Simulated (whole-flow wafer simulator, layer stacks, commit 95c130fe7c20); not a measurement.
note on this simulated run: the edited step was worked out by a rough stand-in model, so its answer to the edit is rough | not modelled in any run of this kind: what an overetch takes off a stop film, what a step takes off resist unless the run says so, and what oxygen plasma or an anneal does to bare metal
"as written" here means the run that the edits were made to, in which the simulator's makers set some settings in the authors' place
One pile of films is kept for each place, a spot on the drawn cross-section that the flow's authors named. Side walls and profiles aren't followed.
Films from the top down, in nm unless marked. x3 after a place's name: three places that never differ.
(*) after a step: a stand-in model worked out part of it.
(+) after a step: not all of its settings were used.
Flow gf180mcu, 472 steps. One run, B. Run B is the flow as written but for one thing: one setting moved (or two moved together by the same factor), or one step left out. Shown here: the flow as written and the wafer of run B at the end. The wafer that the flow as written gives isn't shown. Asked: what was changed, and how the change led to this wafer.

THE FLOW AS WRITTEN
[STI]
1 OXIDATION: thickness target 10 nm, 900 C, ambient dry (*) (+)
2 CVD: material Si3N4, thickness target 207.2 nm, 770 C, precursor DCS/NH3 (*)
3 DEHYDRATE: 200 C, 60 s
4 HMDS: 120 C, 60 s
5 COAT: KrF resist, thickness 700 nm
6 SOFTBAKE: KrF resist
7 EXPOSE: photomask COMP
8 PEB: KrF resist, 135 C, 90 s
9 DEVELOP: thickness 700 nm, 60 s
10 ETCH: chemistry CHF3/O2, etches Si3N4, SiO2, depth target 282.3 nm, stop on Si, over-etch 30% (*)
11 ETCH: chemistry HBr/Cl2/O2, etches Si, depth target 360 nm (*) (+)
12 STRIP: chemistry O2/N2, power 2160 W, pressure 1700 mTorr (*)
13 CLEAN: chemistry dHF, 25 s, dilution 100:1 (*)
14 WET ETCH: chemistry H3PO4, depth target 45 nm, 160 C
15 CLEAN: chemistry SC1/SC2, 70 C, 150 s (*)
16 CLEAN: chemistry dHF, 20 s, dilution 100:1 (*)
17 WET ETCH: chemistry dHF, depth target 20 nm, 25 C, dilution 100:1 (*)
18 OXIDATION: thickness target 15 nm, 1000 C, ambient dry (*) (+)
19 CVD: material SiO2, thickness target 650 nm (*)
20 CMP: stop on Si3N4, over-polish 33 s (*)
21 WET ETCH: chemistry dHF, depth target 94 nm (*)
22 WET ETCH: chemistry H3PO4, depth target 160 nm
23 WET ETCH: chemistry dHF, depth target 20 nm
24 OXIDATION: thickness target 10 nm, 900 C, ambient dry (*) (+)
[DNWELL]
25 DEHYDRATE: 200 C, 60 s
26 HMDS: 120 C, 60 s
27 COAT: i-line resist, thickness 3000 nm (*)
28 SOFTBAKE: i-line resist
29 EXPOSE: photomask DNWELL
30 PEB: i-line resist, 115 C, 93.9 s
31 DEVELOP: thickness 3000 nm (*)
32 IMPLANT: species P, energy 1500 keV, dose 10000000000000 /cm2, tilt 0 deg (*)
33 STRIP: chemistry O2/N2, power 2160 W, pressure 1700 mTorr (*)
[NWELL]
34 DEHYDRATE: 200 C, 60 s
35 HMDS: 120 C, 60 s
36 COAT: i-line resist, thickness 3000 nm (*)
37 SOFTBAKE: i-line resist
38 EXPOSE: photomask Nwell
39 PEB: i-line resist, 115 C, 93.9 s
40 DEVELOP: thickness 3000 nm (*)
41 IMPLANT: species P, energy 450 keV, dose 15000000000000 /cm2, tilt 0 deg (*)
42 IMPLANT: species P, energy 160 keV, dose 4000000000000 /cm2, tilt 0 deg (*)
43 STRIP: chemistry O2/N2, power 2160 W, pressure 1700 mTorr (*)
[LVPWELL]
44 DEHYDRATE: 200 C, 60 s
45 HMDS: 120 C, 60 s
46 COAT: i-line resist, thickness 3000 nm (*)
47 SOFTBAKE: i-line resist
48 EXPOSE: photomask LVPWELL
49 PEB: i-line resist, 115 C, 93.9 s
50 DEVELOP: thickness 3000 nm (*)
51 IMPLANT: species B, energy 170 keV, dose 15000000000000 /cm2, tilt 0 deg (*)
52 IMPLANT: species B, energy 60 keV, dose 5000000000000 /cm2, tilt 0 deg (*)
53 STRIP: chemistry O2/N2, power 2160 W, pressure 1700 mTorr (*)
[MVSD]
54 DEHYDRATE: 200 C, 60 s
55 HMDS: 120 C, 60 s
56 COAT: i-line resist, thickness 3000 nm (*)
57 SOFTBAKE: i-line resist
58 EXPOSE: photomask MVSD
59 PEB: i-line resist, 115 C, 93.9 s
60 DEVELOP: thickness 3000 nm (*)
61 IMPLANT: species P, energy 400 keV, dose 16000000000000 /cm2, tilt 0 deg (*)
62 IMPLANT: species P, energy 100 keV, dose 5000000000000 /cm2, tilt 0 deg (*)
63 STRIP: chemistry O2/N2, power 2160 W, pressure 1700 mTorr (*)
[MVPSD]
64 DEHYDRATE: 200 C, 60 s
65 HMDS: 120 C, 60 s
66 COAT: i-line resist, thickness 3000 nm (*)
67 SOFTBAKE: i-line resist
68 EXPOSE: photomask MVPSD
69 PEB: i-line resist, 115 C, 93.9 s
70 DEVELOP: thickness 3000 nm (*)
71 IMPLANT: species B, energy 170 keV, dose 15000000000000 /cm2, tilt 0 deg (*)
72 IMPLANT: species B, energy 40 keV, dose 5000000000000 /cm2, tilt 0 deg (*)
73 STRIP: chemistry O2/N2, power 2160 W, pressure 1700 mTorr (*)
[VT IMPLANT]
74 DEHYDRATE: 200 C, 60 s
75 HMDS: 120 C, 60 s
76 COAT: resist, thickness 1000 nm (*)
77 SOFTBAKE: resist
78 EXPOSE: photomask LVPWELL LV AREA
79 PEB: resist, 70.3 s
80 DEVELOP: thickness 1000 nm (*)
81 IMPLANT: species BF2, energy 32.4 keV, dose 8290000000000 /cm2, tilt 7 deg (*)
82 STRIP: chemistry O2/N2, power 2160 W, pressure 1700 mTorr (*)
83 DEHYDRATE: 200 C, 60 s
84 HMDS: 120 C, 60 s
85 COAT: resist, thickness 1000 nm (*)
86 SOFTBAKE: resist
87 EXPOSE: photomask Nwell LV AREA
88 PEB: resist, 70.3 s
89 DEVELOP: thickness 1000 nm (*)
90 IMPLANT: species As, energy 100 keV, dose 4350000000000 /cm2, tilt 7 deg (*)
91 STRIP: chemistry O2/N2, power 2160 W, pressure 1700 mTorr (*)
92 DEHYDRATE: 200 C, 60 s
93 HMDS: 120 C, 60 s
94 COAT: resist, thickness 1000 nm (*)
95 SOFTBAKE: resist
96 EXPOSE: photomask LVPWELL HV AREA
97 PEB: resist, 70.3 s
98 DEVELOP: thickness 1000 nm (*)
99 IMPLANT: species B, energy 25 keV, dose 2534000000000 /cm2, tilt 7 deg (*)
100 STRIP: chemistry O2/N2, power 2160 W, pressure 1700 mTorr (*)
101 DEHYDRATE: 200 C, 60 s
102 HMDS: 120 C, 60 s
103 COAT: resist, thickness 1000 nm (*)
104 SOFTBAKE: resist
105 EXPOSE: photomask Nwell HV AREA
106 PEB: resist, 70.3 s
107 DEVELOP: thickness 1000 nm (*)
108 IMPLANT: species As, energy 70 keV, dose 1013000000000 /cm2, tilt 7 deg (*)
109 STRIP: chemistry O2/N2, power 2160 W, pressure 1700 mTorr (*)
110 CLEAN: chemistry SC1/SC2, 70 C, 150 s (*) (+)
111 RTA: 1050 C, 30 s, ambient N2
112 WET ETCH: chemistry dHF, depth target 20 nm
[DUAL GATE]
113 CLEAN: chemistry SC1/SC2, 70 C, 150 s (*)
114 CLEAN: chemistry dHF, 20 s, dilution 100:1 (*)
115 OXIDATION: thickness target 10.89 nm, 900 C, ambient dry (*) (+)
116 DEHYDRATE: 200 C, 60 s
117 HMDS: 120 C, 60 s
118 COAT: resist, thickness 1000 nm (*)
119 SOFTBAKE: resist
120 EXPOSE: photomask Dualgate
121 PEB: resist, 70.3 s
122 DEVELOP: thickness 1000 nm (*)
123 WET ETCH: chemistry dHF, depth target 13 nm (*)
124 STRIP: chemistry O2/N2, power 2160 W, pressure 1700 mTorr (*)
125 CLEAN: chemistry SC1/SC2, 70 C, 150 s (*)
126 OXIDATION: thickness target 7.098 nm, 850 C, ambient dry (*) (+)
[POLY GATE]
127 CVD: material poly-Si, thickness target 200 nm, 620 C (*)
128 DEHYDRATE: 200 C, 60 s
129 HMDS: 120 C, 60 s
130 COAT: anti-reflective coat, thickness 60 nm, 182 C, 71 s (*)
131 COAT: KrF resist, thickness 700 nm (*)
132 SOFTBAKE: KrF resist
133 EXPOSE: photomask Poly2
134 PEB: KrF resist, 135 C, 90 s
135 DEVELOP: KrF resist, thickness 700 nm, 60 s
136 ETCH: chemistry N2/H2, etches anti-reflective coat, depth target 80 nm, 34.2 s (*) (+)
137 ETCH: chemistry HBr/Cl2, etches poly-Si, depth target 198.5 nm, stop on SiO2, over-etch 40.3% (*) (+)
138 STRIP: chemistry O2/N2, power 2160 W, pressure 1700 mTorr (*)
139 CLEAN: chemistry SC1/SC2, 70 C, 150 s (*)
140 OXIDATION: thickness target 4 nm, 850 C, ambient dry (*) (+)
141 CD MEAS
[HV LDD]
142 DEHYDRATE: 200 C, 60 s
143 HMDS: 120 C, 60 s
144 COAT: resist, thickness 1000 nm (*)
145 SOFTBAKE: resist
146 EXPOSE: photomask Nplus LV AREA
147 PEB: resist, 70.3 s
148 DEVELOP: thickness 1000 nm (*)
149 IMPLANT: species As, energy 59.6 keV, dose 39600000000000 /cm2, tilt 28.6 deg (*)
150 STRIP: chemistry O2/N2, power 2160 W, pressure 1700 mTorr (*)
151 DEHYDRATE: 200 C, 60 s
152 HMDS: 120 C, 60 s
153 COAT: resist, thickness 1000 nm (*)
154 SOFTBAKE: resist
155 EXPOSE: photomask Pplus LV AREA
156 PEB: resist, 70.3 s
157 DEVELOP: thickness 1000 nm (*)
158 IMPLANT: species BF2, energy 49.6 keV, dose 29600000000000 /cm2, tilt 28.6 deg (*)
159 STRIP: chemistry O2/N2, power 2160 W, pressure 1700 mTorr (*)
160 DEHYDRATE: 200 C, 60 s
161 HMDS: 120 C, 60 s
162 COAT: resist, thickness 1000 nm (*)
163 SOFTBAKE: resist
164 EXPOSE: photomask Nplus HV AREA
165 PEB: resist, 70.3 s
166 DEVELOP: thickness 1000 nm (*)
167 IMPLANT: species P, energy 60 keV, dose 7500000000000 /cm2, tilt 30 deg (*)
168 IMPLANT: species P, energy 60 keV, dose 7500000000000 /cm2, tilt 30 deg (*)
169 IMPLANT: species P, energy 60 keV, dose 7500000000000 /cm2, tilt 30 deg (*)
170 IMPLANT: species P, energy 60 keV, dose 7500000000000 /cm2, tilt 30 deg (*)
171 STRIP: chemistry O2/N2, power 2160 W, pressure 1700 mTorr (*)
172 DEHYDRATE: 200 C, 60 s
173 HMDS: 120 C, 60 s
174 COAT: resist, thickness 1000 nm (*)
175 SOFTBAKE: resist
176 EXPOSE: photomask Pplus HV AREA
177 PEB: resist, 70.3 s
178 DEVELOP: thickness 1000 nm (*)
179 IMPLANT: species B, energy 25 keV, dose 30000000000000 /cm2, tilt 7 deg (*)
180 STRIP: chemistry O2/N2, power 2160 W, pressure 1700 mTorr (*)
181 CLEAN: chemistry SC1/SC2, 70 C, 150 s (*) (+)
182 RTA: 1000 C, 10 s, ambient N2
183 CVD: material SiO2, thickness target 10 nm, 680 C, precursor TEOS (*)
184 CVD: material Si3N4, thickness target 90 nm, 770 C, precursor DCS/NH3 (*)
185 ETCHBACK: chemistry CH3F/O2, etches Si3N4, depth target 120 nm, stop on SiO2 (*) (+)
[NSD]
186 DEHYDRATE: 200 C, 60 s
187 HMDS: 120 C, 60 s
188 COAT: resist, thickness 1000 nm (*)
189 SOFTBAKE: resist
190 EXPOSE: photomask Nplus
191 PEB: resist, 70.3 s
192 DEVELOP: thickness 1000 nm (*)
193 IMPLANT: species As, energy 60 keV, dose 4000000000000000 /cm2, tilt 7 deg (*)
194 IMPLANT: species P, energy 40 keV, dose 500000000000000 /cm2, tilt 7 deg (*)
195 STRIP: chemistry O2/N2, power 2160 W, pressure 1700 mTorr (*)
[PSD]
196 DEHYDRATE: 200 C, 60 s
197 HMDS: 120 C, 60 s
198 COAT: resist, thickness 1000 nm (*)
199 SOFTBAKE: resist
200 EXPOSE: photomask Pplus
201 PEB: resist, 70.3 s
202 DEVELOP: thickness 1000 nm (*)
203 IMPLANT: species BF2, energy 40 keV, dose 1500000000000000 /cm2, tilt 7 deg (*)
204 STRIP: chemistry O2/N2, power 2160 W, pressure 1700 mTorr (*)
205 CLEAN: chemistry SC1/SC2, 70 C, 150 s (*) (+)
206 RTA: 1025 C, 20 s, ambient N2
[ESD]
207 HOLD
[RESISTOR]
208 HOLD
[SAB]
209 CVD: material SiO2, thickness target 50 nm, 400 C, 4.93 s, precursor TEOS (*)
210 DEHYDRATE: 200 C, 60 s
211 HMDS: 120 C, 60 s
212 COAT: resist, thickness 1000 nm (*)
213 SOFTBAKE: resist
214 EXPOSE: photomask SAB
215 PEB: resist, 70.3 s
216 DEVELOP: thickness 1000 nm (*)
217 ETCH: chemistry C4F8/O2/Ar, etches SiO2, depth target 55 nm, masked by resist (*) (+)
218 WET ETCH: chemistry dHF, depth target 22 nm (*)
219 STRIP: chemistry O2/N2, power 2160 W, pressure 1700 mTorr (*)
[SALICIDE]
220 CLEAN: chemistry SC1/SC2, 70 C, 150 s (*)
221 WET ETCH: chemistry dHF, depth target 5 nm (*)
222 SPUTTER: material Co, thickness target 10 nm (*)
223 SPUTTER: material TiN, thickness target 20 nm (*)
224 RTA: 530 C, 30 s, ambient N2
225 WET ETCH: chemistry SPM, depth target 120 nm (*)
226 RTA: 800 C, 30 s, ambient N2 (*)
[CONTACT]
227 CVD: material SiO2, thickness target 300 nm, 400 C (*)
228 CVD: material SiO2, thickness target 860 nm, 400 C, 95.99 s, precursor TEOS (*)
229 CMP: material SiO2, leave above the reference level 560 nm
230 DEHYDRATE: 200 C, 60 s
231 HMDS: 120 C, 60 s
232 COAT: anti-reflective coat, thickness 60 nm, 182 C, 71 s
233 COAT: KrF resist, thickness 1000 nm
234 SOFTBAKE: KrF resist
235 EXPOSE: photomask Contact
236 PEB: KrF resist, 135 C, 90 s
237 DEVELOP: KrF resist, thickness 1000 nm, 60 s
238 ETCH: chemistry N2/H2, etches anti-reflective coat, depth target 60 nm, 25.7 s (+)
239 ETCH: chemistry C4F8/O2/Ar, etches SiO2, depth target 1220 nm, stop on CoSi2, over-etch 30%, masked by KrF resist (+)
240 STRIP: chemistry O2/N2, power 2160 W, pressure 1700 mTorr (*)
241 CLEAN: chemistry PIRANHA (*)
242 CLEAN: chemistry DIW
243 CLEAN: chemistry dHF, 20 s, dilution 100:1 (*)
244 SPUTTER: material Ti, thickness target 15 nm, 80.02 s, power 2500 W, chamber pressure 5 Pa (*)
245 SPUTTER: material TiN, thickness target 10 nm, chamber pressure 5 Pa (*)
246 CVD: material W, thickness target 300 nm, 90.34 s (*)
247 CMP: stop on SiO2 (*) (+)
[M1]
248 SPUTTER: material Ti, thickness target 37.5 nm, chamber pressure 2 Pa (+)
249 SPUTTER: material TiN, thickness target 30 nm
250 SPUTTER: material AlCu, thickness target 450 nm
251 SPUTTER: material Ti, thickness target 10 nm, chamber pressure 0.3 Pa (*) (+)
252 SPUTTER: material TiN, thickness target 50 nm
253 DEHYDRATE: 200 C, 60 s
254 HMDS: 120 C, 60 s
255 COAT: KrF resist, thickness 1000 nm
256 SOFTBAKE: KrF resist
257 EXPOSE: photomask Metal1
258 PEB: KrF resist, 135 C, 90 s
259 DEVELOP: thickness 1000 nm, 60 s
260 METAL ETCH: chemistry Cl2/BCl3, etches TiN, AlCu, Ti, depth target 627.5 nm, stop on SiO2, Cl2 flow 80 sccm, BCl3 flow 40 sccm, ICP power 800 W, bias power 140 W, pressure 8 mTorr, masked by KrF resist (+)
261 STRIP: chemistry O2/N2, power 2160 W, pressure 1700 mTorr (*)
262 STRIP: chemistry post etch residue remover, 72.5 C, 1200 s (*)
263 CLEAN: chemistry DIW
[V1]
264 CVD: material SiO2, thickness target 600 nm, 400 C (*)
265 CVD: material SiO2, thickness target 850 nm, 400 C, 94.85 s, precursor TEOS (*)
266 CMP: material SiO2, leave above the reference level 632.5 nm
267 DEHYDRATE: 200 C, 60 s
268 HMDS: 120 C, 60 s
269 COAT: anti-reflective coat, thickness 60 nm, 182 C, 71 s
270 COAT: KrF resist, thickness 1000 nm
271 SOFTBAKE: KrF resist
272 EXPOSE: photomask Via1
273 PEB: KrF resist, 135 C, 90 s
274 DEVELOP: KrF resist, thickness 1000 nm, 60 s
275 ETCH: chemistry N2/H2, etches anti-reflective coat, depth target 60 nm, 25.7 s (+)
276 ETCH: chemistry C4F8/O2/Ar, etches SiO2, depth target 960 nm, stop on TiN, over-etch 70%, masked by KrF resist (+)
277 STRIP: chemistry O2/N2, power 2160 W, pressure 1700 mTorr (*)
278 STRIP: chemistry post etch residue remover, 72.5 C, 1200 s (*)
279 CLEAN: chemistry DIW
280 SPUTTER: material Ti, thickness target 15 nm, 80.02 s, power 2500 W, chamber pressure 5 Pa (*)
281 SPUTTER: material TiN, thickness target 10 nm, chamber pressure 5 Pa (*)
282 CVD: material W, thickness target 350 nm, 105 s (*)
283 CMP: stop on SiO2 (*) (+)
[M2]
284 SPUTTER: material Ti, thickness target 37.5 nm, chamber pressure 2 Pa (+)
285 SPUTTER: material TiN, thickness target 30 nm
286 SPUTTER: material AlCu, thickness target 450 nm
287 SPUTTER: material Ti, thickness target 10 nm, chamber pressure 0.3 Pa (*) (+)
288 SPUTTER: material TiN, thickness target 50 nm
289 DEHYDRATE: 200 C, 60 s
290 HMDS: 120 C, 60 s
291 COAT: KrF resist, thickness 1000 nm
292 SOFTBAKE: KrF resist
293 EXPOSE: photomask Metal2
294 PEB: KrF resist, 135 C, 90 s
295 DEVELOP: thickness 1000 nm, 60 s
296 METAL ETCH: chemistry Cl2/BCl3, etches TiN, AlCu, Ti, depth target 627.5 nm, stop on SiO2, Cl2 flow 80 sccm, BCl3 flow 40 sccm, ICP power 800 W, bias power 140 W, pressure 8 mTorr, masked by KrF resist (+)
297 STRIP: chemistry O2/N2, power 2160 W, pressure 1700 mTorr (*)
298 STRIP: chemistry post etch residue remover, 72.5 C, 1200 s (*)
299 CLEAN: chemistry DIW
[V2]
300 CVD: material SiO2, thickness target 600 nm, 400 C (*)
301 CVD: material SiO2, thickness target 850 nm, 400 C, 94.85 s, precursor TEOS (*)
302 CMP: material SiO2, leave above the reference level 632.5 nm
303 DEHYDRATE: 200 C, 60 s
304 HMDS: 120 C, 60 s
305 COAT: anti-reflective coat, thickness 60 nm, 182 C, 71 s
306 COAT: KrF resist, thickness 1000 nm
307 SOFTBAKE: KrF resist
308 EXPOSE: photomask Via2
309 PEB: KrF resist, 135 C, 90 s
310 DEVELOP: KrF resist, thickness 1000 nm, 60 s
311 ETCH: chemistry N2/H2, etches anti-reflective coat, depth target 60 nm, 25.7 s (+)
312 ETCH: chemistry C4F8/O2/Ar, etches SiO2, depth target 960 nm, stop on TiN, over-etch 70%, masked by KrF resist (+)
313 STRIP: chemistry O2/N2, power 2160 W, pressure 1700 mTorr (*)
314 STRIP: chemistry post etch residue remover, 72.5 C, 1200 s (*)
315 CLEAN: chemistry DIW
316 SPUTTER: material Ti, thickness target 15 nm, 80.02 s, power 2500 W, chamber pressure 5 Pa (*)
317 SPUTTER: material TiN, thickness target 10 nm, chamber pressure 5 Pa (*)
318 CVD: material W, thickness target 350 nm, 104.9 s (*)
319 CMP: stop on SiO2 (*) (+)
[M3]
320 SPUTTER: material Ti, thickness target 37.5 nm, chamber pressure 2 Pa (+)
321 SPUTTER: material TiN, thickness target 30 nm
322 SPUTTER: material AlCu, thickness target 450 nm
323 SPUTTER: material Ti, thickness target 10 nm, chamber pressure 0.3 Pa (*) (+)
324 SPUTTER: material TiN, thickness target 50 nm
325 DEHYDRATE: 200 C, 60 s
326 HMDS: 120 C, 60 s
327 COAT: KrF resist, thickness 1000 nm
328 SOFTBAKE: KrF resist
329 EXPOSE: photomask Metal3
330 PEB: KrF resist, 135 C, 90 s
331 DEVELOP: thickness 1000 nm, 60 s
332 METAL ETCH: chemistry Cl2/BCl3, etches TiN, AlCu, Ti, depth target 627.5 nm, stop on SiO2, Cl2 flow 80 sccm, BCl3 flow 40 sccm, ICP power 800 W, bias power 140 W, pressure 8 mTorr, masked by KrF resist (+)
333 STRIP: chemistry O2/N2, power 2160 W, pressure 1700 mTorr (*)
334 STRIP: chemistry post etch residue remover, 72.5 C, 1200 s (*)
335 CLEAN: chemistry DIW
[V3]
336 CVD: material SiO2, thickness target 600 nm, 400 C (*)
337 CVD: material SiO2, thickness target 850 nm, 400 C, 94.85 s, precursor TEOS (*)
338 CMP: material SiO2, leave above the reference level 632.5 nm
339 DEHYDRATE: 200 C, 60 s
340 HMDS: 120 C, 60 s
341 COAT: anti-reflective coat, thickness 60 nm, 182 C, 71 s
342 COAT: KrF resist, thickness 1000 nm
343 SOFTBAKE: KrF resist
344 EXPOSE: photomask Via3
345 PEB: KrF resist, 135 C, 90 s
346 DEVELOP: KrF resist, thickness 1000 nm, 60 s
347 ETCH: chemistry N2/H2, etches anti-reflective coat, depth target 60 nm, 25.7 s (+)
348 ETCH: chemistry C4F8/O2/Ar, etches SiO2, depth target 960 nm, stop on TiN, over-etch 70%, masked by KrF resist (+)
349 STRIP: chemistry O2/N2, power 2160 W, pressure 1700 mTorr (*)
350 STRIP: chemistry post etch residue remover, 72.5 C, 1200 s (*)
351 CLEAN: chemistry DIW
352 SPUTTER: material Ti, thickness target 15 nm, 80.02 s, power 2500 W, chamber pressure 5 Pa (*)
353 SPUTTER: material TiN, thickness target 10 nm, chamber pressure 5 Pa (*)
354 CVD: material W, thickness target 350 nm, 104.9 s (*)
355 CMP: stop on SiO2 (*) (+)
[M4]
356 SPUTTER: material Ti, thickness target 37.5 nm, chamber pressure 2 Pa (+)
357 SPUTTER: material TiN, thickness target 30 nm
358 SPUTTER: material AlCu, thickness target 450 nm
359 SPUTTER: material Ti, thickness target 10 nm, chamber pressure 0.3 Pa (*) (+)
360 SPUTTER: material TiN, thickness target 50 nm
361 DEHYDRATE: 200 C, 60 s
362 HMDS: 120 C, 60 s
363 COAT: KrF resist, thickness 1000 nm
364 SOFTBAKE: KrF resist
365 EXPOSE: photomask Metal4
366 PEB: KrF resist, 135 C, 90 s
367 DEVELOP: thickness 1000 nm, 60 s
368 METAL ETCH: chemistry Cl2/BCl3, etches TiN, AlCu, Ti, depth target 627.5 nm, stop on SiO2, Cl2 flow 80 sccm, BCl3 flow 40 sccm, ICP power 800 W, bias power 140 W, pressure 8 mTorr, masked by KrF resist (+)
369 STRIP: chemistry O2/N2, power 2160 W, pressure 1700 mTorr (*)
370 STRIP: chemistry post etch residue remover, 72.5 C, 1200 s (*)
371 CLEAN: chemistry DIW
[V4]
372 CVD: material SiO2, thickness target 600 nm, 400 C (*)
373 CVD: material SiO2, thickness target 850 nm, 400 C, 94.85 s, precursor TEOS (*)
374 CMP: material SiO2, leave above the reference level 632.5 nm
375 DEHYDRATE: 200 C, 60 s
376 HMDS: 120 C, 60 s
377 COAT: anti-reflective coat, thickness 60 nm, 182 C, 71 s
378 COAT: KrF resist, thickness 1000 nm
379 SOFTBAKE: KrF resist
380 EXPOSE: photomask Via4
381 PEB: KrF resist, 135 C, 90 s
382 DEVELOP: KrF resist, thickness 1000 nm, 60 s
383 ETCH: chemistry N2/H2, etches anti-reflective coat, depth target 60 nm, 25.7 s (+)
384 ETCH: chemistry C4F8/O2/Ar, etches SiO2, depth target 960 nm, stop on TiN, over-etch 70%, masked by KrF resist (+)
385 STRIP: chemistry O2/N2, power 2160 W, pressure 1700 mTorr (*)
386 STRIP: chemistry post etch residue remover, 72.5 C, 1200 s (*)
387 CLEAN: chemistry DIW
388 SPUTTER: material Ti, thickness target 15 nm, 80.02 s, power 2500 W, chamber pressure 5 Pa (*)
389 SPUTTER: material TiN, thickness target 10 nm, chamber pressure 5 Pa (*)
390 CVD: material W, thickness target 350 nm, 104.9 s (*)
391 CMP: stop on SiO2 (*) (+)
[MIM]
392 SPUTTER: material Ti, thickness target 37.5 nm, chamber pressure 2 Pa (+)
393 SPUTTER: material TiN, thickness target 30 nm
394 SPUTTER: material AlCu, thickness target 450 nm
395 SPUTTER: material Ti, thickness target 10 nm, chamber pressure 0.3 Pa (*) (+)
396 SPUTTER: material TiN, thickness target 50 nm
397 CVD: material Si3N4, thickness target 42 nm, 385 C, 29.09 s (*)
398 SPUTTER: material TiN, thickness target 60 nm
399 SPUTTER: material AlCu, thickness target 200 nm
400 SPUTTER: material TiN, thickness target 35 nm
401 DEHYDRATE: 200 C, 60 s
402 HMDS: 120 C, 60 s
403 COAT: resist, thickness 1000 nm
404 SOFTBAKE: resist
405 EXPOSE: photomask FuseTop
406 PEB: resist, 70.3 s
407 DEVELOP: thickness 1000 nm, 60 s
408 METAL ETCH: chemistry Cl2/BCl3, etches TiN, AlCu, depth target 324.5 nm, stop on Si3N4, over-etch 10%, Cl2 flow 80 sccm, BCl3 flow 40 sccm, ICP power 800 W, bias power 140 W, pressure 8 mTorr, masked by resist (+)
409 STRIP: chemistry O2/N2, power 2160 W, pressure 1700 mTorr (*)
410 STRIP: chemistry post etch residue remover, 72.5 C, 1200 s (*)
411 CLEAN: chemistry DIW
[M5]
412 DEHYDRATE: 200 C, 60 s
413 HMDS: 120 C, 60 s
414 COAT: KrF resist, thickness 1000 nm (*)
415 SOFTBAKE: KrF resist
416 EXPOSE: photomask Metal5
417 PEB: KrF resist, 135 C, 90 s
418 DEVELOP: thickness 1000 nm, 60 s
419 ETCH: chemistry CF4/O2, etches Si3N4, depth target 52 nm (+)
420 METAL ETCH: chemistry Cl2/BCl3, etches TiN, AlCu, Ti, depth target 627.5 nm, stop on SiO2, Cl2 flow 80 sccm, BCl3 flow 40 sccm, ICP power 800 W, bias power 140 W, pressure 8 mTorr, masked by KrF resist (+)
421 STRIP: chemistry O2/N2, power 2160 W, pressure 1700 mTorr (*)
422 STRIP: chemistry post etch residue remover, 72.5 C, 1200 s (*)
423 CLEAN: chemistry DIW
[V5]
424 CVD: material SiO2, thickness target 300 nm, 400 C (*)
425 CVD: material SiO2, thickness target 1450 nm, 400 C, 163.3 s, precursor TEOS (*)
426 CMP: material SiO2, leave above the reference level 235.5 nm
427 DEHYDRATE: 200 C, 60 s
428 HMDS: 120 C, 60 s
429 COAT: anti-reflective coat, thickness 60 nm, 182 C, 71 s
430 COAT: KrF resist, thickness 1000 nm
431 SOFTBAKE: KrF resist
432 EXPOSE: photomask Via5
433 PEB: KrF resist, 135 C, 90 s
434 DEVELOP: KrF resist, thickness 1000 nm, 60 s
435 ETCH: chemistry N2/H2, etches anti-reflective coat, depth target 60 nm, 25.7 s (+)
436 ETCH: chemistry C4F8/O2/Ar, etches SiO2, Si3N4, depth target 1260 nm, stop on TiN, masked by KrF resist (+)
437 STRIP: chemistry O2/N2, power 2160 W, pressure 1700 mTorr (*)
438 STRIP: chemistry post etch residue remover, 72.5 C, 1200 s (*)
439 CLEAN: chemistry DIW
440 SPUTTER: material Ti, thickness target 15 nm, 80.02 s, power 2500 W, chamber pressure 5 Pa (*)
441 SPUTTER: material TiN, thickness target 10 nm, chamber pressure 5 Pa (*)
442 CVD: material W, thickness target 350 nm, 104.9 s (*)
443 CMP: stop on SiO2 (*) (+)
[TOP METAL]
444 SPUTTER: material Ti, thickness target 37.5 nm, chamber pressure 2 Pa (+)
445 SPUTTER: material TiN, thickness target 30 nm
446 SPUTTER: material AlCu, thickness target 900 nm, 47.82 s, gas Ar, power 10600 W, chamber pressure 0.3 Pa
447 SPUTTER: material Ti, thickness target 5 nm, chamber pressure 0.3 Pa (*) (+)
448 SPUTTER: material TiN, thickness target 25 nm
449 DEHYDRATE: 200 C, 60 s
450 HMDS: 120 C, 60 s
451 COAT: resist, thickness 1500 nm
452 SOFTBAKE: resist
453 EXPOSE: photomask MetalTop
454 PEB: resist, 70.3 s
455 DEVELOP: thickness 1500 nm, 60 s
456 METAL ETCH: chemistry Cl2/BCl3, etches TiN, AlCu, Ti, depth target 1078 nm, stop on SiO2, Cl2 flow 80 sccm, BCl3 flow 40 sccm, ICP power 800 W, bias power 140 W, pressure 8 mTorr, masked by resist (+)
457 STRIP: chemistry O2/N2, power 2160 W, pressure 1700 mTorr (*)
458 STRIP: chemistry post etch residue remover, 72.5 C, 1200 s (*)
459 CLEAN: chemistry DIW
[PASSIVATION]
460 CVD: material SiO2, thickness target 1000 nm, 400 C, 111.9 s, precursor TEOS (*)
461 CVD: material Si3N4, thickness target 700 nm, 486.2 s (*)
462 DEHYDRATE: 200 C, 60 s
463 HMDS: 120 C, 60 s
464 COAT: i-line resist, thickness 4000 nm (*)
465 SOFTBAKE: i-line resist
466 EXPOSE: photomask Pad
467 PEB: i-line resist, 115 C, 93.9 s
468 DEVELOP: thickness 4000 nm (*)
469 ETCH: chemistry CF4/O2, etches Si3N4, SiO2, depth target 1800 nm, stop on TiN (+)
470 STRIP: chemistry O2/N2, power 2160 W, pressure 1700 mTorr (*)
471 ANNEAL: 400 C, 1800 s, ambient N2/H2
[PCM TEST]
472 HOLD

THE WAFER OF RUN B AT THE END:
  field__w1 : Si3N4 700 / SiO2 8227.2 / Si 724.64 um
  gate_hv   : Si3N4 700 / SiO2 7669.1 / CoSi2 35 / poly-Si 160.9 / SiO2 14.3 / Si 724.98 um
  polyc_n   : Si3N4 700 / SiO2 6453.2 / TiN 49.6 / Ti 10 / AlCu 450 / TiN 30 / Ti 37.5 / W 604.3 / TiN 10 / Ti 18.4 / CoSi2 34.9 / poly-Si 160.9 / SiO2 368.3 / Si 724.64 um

The cause: step 244, SPUTTER: 98.02 s was run, where the flow has 80.02 s.

How the change led to this, step by step:
  244 SPUTTER: material Ti, thickness target 15 nm, 80.02 s, power 2500 W, chamber pressure 5 Pa (*)
      field, field__w1, field__w2 and 107 more: Ti +18.4 (new film) (as written it would be: Ti +15 (new film))
      contact: Ti +10.5 (new film) (as written it would be: Ti +8.55 (new film))
  247 CMP: stop on SiO2 (*) (+)
      field, field__w1, field__w2 and 105 more: W -300 (all of it), TiN -10 (all of it), Ti -18.4 (all of it), SiO2 -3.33 (as written it would be: W -300 (all of it), TiN -10 (all of it), Ti -15 (all of it), SiO2 -3.29)
